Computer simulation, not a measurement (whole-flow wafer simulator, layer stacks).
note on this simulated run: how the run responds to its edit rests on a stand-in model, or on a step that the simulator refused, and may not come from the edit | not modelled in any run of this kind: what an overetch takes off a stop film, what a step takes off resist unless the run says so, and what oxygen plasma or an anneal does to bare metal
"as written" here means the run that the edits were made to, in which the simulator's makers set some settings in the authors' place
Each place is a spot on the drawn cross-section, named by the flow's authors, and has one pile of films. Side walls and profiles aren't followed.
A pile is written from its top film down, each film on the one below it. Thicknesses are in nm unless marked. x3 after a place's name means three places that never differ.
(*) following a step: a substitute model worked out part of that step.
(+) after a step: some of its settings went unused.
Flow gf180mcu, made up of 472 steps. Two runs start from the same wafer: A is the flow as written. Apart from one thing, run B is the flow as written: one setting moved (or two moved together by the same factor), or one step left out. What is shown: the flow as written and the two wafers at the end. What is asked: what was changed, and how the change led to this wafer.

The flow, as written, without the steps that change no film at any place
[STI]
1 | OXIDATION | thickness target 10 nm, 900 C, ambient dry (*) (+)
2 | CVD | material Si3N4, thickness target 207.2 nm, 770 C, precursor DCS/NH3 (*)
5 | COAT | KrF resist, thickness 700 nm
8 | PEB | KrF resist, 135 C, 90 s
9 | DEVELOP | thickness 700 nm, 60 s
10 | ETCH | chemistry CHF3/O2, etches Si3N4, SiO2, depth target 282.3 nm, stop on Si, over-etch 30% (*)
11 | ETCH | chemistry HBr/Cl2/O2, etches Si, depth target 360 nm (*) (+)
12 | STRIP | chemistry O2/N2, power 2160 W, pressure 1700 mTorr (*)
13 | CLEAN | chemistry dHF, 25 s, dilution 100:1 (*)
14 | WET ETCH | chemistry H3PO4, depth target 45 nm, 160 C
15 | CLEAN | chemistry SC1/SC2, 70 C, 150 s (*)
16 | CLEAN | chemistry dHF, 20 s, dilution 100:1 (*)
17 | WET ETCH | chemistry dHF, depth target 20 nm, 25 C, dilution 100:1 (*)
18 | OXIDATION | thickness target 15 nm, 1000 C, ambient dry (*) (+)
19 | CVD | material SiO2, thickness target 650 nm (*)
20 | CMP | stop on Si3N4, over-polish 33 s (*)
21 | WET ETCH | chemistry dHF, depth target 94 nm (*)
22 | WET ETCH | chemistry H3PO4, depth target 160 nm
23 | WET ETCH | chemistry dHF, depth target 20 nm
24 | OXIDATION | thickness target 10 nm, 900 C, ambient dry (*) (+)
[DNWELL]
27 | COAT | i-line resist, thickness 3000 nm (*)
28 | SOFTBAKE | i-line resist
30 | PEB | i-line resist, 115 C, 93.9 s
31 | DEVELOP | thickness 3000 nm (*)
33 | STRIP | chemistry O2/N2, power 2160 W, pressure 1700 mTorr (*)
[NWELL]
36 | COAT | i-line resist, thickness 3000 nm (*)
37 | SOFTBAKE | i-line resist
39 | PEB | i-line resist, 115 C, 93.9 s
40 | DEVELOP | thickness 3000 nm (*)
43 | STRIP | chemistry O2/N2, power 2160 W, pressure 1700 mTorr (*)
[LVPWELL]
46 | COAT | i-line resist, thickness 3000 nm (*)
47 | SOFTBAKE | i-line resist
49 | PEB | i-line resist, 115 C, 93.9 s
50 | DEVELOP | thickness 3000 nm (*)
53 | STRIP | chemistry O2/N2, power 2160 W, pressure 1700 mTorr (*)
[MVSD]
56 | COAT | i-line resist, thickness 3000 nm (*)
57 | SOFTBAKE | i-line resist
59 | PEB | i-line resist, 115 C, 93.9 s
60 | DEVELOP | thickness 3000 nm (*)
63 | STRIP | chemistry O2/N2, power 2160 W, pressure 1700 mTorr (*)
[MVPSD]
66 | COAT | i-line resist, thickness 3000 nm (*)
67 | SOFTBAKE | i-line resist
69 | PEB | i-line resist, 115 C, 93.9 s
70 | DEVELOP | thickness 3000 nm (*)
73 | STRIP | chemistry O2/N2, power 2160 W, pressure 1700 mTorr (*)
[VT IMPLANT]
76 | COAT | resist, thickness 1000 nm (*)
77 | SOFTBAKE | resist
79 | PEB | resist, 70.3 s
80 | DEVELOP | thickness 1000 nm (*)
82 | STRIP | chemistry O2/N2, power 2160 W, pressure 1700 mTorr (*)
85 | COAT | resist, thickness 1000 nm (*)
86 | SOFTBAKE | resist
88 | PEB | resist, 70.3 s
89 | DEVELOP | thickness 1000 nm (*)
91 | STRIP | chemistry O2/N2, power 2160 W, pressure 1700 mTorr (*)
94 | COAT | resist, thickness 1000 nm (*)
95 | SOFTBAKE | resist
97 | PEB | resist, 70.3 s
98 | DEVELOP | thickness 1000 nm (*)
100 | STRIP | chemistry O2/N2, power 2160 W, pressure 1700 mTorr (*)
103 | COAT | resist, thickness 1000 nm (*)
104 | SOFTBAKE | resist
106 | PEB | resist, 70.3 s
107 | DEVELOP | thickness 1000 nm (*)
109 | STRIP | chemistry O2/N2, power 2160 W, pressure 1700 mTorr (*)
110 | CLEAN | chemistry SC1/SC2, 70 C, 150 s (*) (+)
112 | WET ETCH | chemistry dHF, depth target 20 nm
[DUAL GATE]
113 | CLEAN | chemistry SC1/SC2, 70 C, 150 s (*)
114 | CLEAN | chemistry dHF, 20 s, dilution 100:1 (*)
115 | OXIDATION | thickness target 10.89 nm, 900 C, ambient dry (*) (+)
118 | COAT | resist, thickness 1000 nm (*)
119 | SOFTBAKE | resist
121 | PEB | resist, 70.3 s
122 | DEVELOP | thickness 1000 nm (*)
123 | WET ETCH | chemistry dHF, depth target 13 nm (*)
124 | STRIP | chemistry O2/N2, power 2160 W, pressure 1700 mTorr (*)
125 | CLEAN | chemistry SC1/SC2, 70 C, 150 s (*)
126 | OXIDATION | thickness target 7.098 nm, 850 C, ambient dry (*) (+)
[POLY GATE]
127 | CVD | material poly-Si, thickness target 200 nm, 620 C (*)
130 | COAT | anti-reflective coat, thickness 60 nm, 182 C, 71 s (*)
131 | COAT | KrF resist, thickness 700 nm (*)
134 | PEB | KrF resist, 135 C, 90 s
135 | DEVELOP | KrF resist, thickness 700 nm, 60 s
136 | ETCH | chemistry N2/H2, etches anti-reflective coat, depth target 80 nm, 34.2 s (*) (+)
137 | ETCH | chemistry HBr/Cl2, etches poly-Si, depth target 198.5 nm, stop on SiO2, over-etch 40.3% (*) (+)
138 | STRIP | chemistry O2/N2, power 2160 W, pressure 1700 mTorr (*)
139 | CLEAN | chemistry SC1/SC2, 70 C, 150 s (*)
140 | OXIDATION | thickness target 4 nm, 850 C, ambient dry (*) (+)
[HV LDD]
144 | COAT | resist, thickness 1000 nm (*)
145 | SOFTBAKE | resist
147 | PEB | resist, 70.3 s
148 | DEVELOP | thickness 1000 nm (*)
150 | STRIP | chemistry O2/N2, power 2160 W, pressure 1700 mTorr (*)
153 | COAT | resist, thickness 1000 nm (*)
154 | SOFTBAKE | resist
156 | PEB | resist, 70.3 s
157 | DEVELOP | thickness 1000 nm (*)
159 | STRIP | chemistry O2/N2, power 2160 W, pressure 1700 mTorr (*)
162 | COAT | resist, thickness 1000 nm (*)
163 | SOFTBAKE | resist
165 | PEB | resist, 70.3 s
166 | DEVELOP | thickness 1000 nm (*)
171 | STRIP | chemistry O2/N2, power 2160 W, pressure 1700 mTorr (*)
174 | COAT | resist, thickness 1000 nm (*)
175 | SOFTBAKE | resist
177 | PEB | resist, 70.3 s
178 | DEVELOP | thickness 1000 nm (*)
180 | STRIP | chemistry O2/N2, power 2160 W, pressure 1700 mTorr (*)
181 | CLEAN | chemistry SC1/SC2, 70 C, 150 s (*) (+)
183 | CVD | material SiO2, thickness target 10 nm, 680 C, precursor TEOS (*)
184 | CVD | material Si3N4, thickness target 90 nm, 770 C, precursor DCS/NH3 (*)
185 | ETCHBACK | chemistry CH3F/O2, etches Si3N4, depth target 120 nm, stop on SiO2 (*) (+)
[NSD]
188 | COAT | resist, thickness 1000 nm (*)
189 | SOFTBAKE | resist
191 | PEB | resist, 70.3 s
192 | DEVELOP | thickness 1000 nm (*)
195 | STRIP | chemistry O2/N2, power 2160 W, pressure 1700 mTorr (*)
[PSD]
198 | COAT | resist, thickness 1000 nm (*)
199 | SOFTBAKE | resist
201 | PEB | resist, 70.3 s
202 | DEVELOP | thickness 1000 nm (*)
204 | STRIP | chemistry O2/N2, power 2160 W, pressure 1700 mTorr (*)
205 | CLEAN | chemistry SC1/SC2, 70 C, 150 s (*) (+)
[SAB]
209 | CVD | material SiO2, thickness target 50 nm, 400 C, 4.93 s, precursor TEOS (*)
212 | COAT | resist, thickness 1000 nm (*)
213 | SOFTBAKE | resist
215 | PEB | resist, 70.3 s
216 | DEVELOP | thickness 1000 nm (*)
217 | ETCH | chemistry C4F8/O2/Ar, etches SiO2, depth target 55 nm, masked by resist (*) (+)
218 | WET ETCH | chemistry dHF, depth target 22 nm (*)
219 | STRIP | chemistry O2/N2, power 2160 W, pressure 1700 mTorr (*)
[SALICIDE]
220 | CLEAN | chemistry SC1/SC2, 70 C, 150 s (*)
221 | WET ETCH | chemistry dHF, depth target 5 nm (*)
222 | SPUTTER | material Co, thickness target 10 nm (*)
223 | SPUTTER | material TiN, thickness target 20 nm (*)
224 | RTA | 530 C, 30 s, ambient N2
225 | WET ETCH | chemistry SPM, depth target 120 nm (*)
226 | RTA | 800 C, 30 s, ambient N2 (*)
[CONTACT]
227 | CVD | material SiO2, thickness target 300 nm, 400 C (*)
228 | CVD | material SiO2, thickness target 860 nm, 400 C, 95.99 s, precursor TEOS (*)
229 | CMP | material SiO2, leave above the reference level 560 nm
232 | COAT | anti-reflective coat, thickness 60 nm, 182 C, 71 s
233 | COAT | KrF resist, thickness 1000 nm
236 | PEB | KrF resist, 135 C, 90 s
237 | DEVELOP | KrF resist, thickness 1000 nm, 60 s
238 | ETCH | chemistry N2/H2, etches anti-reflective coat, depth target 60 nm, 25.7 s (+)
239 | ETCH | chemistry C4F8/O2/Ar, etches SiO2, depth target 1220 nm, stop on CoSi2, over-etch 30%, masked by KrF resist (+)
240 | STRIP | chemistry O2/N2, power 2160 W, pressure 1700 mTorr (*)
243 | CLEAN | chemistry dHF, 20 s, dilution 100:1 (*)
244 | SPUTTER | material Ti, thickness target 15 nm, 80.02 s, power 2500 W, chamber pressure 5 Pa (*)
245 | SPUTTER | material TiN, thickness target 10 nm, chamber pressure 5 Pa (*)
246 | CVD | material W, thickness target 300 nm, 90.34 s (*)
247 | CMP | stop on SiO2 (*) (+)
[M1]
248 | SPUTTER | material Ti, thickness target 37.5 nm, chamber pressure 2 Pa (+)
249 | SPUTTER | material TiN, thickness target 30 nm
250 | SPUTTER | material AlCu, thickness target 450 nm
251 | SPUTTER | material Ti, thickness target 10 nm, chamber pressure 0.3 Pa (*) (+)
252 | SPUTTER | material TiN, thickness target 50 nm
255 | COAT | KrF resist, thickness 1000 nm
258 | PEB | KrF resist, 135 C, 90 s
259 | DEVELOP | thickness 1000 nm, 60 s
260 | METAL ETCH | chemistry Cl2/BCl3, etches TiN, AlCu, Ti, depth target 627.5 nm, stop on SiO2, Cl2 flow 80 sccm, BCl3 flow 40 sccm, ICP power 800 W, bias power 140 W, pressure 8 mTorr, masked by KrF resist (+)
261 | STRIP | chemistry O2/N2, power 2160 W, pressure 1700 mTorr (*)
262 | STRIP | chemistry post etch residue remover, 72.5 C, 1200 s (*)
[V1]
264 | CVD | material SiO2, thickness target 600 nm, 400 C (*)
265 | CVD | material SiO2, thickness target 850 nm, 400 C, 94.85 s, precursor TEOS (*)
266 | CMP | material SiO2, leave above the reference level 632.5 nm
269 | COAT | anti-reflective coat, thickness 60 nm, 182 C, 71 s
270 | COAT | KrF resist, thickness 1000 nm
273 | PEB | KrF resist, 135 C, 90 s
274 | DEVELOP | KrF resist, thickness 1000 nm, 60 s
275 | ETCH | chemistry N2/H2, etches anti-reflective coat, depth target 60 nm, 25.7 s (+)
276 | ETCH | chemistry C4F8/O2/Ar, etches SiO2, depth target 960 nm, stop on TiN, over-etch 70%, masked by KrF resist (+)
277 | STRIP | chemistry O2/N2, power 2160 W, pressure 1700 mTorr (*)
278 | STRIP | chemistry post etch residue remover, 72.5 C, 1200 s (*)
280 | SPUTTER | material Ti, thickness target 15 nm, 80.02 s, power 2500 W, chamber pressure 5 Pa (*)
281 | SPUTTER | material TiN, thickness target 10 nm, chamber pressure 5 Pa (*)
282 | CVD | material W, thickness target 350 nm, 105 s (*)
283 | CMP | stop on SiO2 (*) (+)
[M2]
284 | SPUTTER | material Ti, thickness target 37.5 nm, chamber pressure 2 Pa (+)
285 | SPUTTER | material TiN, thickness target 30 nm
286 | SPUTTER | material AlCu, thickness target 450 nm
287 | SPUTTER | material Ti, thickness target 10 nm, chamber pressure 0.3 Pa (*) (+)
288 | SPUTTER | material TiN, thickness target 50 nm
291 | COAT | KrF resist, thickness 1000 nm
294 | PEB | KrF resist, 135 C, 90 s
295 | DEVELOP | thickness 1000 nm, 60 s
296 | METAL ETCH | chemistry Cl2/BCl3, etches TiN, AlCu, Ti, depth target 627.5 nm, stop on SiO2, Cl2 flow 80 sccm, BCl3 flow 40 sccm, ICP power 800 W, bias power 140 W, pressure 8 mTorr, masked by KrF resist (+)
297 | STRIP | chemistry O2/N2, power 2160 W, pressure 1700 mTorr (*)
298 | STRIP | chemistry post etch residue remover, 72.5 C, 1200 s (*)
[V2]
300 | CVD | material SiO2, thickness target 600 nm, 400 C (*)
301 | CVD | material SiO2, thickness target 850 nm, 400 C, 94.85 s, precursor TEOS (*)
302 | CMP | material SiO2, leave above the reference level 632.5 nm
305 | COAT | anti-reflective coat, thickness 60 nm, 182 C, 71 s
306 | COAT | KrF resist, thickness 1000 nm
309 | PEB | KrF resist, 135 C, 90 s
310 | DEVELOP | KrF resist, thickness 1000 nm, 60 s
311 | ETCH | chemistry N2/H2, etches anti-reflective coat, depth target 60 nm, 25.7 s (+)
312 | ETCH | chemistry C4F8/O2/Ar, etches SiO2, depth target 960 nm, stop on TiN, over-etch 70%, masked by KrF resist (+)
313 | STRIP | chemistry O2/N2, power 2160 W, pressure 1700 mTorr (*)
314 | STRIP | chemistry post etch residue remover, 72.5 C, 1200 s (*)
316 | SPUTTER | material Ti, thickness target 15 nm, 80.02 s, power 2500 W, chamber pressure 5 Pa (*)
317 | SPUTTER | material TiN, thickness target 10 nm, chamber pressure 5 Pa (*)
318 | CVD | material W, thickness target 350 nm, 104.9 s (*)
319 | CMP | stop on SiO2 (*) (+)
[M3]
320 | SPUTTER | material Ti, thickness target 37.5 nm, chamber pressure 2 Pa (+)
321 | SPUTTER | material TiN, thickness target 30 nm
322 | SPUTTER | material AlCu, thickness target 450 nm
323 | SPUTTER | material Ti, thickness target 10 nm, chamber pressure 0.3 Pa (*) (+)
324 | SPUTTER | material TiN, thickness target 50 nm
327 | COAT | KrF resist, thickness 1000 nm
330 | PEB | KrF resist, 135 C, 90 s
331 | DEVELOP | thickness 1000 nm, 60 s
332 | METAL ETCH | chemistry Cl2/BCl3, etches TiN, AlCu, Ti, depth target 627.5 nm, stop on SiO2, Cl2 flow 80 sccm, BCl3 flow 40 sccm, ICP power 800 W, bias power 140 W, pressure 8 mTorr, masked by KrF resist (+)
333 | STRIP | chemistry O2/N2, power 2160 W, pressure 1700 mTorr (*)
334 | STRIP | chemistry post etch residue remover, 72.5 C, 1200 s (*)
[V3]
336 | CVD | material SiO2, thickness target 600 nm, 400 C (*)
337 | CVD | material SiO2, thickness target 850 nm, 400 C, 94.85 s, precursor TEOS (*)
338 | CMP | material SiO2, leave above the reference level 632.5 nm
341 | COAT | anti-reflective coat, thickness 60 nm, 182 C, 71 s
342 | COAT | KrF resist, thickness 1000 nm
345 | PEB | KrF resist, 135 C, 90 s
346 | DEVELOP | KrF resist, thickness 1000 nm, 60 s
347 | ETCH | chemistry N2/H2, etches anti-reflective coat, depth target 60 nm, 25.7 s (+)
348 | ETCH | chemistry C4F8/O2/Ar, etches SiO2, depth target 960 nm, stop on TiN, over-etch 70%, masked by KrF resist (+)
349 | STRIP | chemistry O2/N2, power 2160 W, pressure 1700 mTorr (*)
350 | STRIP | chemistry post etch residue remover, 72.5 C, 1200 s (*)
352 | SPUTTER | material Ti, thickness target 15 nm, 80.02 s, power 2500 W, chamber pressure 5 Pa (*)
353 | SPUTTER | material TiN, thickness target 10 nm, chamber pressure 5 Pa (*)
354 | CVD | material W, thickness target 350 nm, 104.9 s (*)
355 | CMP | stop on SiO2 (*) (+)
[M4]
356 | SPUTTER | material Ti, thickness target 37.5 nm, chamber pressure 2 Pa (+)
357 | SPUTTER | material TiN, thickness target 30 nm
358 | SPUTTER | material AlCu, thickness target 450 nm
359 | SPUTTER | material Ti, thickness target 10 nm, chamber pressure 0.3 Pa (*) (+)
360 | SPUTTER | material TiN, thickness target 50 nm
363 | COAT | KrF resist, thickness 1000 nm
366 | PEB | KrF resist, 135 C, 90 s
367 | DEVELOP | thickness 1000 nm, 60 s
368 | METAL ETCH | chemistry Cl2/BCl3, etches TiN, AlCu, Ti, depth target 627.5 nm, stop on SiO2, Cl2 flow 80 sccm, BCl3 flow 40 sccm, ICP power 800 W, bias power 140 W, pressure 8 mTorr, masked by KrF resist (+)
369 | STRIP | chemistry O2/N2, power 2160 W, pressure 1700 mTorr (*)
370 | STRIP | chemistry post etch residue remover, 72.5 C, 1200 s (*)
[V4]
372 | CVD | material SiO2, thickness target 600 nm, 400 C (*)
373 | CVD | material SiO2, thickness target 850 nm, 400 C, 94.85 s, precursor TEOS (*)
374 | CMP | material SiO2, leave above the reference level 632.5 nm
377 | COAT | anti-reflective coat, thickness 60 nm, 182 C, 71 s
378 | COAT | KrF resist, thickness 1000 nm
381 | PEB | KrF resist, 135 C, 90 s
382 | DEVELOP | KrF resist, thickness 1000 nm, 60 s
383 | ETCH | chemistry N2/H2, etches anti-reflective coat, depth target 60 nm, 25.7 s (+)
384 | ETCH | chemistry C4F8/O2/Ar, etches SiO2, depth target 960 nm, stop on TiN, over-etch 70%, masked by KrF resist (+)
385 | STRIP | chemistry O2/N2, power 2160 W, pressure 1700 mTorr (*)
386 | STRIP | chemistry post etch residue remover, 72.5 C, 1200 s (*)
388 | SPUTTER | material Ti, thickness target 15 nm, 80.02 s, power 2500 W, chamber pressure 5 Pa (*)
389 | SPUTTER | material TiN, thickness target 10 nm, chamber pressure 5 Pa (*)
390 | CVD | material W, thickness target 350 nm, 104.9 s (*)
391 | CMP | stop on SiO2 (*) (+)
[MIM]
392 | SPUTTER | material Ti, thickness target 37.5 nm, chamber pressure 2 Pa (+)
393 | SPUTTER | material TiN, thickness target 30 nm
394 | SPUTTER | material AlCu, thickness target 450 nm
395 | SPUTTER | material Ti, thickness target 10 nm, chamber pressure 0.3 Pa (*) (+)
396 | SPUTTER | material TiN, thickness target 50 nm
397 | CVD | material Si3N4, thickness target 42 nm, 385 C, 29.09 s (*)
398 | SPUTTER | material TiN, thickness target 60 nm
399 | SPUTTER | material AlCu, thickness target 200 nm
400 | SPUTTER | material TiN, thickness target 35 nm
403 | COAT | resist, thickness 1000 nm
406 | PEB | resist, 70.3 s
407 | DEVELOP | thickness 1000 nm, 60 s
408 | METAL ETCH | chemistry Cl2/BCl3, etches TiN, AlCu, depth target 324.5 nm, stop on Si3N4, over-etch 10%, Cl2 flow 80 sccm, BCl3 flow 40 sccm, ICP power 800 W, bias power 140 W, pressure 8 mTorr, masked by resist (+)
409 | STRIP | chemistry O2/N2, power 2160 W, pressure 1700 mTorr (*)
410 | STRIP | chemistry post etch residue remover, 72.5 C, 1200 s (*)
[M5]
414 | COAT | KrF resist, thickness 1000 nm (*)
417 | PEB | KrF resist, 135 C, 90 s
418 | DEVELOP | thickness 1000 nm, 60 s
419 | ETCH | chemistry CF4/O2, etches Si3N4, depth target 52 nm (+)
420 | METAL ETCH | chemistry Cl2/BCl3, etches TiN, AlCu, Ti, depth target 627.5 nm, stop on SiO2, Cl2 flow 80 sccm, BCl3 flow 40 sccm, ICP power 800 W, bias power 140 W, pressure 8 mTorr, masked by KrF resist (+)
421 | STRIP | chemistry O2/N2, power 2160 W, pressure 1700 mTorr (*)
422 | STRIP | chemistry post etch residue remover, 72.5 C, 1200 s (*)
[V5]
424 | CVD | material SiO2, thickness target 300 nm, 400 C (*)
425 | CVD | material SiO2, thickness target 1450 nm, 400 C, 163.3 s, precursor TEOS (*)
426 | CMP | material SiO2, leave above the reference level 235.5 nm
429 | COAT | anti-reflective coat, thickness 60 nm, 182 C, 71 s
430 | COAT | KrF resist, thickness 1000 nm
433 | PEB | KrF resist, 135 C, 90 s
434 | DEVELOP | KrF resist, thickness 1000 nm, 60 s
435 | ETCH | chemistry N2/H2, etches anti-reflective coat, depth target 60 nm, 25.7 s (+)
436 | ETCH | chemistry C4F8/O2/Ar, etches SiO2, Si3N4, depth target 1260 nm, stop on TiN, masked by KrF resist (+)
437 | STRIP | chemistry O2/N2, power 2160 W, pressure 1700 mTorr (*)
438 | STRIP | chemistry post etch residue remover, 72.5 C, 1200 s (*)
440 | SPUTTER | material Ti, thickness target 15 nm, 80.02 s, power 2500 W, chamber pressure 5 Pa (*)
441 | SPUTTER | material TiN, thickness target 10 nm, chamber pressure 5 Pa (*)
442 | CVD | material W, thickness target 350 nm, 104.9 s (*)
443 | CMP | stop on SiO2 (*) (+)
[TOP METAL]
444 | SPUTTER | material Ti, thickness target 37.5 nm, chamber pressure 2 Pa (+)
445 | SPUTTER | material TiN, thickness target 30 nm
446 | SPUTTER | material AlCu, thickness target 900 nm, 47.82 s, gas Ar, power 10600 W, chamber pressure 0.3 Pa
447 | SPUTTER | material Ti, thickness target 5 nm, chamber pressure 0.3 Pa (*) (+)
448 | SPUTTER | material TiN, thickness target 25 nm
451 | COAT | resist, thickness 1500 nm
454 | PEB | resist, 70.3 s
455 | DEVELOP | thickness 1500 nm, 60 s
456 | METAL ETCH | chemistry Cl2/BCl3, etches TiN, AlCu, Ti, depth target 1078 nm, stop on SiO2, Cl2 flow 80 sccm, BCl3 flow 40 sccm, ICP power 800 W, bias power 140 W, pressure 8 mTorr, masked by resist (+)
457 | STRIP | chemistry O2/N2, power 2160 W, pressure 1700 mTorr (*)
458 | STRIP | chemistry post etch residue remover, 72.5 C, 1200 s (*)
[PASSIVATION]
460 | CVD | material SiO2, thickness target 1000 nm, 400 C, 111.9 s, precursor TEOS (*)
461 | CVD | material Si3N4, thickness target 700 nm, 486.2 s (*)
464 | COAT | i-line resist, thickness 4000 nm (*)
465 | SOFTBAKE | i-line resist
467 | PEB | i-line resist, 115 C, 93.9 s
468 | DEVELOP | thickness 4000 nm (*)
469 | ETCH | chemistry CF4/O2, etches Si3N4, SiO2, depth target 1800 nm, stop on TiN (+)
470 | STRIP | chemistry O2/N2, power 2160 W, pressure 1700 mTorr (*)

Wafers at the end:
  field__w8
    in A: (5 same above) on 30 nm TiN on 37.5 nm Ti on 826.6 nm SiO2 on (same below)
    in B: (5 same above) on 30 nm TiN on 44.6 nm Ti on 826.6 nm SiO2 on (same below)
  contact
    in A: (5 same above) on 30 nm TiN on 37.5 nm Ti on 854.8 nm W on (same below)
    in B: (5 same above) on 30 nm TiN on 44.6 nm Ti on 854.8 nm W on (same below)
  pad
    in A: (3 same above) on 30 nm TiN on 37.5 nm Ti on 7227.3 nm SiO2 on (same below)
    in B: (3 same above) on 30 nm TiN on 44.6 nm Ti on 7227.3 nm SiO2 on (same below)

Cause: step 444, SPUTTER: thickness target 44.6 nm was run, while the flow as written has thickness target 37.5 nm.
The wafer lets one read it off: field__w8 has Ti 44.6, and step 444 as written asks for 37.5 nm.

How this came from the change, step by step:
  444 | SPUTTER | material Ti, thickness target 37.5 nm, chamber pressure 2 Pa (+)
      field, field__w1, field__w2 and 109 more: A +37.5 Ti (new film) | B +44.6 Ti (new film)
  456 | METAL ETCH | chemistry Cl2/BCl3, etches TiN, AlCu, Ti, depth target 1078 nm, stop on SiO2, Cl2 flow 80 sccm, BCl3 flow 40 sccm, ICP power 800 W, bias power 140 W, pressure 8 mTorr, masked by resist (+)
      field, field__w1, field__w2 and 103 more: A -25 TiN (all of it), -5 Ti (all of it), -900 AlCu (all of it), -30 TiN (all of it), -37.5 Ti (all of it) | B -25 TiN (all of it), -5 Ti (all of it), -900 AlCu (all of it), -30 TiN (all of it), -44.6 Ti (all of it)
  465 | SOFTBAKE | i-line resist
      gate: A +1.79 i-line resist | B -0.3 i-line resist
      ld_acc_p, ld_fp_p, ld_drift_p: A +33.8 i-line resist | B +27.2 i-line resist
      (as well as at 56 more places)
